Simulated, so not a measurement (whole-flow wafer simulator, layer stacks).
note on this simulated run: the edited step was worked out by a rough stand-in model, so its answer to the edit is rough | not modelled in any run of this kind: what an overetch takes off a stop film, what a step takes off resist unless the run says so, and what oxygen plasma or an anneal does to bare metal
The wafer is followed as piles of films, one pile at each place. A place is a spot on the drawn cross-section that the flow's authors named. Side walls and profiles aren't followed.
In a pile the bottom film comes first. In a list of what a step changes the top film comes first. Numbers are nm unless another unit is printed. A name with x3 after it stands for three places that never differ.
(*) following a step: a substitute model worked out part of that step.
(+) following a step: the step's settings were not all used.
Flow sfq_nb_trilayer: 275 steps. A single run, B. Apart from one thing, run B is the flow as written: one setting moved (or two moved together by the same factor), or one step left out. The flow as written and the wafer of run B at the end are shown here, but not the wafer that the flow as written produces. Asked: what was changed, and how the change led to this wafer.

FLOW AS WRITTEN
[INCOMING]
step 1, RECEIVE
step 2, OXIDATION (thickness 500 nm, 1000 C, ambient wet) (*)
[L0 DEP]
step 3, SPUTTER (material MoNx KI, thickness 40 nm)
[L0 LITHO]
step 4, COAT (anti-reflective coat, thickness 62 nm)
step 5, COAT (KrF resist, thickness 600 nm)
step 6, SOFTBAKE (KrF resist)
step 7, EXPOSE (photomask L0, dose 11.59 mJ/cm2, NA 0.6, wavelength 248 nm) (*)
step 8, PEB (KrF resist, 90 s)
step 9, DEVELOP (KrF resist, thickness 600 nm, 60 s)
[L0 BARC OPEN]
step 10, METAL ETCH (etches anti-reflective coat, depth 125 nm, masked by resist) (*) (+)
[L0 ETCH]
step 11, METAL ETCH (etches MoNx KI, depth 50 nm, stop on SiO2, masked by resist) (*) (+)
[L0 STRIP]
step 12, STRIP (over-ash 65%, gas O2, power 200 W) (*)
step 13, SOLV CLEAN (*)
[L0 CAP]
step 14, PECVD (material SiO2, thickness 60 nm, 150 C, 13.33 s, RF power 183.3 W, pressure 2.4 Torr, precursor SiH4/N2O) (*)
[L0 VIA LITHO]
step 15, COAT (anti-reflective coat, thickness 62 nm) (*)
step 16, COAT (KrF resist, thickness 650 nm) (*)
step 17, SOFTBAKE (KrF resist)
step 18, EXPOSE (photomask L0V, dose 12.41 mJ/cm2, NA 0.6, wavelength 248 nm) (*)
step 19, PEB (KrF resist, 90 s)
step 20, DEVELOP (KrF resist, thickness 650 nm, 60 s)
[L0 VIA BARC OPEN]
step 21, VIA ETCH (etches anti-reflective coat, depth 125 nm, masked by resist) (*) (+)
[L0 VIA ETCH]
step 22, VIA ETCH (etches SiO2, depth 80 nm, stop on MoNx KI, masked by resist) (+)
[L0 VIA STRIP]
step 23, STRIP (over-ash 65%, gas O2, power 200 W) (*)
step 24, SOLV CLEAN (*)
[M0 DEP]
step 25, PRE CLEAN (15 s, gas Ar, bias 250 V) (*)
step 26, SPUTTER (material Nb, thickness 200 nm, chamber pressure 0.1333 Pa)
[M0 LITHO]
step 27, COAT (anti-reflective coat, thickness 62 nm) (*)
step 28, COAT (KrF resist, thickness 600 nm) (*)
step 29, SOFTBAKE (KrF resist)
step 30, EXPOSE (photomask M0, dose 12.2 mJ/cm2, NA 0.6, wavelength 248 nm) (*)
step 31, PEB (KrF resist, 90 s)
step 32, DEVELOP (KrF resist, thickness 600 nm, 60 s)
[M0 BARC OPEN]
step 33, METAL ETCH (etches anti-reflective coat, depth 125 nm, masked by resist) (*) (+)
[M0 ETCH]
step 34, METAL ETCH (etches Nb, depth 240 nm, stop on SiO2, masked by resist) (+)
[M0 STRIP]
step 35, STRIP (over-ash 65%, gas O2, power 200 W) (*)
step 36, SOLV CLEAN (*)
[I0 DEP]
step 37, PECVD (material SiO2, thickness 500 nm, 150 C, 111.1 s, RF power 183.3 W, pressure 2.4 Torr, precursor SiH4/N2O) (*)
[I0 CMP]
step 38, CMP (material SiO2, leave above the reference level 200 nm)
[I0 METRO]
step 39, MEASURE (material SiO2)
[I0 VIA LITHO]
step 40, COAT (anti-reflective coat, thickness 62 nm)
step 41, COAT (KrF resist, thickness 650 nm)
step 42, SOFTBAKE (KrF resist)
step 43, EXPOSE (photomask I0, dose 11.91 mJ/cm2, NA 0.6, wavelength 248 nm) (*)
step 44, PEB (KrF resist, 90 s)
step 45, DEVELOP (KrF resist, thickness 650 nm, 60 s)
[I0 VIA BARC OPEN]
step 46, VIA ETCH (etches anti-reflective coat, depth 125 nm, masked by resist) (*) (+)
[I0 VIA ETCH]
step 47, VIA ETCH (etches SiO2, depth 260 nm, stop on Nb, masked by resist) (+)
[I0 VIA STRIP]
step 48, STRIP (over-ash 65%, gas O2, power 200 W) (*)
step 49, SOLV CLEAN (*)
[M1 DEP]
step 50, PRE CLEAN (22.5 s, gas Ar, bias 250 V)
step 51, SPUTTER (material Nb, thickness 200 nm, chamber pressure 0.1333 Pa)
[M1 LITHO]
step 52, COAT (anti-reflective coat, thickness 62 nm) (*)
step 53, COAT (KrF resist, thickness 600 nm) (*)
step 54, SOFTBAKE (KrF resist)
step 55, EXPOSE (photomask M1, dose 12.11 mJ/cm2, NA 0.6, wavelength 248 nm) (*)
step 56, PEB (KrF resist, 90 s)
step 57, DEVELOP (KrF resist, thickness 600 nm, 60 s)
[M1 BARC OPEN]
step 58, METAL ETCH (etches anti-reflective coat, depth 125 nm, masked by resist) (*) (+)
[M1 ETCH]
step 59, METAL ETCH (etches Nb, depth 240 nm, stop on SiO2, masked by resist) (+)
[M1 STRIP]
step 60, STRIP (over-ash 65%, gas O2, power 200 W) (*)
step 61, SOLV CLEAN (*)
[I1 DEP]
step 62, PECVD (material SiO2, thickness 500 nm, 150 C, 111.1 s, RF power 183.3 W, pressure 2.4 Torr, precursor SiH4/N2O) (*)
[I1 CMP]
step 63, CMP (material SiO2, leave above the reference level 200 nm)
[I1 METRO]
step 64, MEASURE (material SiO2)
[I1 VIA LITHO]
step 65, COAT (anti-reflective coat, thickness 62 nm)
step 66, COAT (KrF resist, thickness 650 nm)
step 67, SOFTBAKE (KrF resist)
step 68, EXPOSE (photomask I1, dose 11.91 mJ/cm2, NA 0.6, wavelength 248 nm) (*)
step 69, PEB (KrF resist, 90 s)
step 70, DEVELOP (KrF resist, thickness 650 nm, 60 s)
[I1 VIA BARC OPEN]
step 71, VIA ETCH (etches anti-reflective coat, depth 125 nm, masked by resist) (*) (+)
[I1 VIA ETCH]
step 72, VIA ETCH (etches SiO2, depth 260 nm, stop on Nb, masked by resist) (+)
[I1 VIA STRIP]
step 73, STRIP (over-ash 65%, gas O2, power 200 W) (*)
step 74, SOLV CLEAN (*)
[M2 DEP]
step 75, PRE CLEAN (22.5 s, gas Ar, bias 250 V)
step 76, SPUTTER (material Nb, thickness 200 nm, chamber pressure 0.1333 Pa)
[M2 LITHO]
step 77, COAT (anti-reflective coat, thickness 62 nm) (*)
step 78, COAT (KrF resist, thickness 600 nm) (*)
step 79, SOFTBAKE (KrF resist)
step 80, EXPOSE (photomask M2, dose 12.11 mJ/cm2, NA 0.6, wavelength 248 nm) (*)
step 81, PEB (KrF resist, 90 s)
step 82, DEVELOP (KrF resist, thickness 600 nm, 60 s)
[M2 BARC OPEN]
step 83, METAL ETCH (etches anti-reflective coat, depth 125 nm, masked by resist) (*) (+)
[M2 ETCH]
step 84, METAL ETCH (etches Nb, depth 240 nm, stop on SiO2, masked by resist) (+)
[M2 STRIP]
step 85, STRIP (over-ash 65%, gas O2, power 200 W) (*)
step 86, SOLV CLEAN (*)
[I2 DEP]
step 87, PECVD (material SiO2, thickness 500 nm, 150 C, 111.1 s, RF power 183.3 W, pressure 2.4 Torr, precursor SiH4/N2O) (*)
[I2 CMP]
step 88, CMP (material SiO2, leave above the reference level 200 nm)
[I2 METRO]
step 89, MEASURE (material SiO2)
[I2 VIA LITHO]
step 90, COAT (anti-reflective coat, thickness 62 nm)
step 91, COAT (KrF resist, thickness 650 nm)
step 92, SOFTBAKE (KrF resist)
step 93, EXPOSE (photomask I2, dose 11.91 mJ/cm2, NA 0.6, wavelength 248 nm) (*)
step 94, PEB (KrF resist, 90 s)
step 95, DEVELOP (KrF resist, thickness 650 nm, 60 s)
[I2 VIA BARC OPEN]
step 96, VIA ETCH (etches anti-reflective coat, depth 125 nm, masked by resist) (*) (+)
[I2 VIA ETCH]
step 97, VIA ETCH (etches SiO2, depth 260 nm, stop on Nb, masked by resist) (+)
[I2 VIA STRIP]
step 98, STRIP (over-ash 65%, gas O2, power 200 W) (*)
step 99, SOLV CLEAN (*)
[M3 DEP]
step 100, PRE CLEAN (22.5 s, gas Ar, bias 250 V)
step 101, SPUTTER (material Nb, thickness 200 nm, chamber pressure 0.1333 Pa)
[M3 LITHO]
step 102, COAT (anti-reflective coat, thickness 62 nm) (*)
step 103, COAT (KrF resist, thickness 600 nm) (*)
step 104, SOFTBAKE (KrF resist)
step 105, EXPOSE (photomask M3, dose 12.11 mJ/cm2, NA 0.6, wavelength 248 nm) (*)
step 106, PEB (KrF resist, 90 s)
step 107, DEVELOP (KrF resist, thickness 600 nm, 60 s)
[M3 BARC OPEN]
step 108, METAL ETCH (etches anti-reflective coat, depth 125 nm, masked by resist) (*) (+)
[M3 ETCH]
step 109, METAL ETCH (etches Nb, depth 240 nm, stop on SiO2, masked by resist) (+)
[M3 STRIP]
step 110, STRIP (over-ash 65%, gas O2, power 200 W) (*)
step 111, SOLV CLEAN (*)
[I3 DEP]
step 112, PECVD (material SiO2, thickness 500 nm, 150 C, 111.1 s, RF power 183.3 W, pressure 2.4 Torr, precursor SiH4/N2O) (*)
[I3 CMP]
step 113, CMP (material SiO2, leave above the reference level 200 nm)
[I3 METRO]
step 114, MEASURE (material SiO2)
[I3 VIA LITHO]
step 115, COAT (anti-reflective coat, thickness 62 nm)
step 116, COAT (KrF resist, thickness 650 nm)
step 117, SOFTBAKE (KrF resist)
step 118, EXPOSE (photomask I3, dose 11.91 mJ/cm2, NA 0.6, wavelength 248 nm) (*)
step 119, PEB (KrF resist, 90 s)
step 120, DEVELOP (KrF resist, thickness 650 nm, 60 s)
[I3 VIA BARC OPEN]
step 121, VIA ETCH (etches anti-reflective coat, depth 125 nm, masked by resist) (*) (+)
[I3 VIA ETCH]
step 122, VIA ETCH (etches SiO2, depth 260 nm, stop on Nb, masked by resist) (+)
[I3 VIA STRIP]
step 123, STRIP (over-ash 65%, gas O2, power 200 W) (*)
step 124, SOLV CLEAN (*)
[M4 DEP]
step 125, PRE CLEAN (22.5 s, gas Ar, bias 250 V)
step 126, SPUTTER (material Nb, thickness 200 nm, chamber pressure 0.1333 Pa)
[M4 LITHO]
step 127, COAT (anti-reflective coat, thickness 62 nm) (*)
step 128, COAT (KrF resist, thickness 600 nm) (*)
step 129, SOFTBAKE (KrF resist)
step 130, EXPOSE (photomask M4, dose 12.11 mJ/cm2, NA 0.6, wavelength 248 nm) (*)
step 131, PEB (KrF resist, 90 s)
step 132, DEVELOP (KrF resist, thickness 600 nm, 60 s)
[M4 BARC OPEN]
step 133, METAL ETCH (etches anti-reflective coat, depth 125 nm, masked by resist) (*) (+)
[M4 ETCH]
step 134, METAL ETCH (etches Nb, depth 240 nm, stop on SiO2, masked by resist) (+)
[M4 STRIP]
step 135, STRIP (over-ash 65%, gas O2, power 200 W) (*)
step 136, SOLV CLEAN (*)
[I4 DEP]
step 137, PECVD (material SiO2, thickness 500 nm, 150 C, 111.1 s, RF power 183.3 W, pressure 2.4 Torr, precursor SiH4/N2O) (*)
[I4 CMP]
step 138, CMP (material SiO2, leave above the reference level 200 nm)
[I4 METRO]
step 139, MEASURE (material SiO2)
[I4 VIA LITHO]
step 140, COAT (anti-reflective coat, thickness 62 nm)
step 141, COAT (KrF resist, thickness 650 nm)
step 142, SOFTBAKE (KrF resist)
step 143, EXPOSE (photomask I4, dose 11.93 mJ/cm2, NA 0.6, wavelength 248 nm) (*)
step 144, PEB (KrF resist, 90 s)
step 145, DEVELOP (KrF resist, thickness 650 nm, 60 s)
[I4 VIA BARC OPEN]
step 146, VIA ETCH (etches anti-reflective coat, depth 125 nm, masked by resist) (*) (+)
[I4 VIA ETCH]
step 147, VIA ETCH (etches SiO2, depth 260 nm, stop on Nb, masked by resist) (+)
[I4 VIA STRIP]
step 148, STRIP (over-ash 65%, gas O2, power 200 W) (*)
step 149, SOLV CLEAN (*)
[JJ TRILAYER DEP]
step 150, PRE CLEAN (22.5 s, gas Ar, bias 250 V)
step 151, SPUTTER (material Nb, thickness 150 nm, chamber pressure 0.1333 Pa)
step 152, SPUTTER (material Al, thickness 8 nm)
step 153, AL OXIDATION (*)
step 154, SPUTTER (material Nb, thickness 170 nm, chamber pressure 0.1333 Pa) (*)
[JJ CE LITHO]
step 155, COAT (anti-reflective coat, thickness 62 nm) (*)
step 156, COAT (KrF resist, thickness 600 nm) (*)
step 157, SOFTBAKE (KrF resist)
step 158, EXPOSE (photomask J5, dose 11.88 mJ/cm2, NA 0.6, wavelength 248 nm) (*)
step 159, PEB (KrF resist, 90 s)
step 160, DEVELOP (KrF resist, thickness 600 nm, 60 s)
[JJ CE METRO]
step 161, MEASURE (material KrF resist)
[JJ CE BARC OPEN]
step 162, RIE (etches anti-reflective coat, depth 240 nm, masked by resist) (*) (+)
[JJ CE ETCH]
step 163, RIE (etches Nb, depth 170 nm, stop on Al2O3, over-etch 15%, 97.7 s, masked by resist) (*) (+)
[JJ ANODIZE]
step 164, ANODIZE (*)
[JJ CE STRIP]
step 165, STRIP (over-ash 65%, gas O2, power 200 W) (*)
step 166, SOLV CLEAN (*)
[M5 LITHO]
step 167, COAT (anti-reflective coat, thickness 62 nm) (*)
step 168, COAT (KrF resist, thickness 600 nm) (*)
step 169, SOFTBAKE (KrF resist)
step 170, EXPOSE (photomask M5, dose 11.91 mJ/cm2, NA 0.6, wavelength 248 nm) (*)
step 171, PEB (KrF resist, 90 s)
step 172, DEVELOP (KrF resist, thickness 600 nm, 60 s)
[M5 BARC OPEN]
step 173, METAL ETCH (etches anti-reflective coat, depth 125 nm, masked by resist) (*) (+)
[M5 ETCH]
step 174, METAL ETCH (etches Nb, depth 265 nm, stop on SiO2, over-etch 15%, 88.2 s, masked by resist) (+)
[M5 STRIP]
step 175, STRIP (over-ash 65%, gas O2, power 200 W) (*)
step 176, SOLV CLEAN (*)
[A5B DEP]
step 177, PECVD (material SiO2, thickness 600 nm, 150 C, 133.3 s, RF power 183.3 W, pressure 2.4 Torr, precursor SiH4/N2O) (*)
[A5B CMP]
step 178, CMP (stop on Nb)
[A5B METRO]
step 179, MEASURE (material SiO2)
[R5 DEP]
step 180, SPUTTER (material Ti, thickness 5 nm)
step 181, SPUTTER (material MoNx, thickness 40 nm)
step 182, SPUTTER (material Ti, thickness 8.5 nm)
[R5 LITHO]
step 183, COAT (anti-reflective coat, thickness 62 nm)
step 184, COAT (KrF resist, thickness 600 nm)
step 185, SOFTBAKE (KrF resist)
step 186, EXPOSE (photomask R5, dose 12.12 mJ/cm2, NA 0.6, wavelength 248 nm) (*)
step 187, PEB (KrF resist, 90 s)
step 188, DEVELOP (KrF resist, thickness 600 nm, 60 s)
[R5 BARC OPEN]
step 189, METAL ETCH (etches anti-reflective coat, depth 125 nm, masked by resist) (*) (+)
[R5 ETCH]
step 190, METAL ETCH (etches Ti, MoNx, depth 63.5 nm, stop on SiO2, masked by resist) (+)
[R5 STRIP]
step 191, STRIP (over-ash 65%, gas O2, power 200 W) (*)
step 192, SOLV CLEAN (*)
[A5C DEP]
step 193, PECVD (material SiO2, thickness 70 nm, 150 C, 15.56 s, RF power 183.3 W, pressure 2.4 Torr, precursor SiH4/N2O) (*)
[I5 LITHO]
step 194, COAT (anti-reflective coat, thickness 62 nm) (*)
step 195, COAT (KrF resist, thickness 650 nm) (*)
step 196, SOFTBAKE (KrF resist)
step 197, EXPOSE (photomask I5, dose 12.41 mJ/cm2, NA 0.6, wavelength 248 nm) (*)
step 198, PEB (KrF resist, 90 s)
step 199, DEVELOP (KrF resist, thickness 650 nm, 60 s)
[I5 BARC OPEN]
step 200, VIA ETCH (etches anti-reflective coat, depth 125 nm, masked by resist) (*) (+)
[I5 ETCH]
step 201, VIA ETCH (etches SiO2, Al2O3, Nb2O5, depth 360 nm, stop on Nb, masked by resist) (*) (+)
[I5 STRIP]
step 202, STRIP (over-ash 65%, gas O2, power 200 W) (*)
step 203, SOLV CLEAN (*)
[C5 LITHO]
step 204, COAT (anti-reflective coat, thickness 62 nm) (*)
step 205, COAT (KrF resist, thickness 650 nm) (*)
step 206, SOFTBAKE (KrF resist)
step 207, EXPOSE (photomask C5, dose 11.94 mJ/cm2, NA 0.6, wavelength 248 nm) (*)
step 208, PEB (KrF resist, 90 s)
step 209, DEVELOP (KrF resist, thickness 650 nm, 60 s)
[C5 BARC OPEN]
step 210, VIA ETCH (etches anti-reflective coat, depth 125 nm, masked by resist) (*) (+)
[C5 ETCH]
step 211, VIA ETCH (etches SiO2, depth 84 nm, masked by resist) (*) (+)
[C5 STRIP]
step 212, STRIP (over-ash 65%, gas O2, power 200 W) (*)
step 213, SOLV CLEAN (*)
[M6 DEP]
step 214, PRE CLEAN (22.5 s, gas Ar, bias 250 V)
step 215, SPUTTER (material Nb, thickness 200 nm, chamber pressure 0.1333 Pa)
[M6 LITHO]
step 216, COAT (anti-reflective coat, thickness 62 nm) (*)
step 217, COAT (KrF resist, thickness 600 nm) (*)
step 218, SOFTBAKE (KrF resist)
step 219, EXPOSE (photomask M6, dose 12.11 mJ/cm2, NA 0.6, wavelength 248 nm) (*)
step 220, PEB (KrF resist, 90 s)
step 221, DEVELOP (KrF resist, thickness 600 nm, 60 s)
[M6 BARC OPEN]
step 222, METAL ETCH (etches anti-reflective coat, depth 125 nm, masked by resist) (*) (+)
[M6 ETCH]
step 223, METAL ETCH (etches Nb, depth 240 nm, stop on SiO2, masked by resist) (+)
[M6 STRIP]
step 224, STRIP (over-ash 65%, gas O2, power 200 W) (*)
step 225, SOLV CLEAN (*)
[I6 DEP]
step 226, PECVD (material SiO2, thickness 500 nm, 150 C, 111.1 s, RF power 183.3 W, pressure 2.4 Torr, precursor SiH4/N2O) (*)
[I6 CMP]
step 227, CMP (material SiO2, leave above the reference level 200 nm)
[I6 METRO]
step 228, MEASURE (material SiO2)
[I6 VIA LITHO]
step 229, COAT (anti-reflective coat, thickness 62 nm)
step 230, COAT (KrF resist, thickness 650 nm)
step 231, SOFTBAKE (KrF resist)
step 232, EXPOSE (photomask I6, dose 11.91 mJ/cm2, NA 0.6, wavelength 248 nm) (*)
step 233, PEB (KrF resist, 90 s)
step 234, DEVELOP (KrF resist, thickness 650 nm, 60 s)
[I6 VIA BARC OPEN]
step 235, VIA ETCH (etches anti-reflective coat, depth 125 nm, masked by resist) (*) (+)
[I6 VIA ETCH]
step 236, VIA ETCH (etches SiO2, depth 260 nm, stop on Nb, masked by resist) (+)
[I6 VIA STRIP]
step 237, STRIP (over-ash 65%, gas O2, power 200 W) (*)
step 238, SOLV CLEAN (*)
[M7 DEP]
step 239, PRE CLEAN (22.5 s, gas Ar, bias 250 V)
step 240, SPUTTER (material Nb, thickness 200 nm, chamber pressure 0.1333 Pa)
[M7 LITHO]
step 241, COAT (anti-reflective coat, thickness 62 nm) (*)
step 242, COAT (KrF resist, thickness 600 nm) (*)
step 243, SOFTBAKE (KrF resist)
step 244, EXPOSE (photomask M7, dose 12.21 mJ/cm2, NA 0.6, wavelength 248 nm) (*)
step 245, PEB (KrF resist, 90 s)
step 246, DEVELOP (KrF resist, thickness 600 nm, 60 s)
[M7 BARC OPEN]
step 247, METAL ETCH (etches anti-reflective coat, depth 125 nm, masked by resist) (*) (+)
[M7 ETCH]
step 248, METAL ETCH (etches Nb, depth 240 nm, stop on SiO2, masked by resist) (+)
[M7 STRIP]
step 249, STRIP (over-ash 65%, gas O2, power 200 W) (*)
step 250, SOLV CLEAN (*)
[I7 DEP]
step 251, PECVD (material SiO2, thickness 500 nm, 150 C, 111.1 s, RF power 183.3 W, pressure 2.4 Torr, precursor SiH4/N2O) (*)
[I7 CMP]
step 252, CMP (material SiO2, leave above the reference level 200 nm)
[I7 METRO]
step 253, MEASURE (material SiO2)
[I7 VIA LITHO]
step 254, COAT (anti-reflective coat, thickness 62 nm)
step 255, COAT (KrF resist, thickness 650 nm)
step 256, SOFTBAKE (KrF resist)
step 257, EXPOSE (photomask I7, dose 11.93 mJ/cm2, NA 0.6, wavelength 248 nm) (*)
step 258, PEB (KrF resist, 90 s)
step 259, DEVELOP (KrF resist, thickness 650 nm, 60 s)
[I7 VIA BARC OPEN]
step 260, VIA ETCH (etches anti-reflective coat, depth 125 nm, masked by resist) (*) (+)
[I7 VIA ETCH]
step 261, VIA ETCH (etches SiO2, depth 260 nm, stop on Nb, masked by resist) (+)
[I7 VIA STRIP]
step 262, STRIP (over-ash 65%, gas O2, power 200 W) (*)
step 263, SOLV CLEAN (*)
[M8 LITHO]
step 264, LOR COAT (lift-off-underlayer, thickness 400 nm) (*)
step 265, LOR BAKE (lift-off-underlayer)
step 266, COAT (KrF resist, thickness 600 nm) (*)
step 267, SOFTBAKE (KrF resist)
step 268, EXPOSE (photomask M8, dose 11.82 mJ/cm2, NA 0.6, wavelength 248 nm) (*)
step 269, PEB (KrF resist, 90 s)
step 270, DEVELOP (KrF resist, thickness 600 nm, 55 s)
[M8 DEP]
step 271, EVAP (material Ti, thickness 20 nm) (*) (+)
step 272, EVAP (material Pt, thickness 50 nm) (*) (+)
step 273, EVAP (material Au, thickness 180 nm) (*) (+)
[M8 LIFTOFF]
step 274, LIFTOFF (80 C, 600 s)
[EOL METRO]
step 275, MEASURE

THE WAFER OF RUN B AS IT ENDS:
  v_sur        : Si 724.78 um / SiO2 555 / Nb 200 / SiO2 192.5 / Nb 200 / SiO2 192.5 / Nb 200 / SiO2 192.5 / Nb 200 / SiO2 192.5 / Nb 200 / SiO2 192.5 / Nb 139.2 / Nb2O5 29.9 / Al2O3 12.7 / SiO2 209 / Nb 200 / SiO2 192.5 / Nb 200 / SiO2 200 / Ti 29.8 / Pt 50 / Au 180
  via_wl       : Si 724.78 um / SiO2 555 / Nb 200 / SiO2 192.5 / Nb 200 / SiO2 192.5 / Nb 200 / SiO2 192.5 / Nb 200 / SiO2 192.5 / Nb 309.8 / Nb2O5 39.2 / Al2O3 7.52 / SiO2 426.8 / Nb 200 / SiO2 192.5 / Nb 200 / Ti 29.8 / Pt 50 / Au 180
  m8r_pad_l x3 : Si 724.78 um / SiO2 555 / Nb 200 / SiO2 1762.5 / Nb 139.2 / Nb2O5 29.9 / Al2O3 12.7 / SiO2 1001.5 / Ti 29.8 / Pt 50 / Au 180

The reason: step 271, EVAP: thickness 29.8 nm was run, whereas the flow has thickness 20 nm.
The wafer lets one read it off: v_sur has Ti 29.8, and step 271 as written asks for 20 nm.

The path from the change to this, step by step:
  step 271, EVAP (material Ti, thickness 20 nm) (*) (+)
      field_l, v_sur, via_wl and 103 more: +29.8 Ti (new film) (as written it would have been: +20 Ti (new film))
  step 274, LIFTOFF (80 C, 600 s)
      p4_fl x3, p4_w1 x9, p4_g1 x2 and 60 more: -180 Au (all of it), -50 Pt (all of it), -29.8 Ti (all of it), -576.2 KrF resist (all of it), -400 lift-off-underlayer (all of it) (as written it would have been: -180 Au (all of it), -50 Pt (all of it), -20 Ti (all of it), -576.2 KrF resist (all of it), -400 lift-off-underlayer (all of it))
      c5j, ce_r: -180 Au (all of it), -50 Pt (all of it), -29.8 Ti (all of it), -573.3 KrF resist (all of it), -399.3 lift-off-underlayer (all of it) (as written it would have been: -180 Au (all of it), -50 Pt (all of it), -20 Ti (all of it), -573.3 KrF resist (all of it), -399.3 lift-off-underlayer (all of it))
      (and at 19 other places as well)
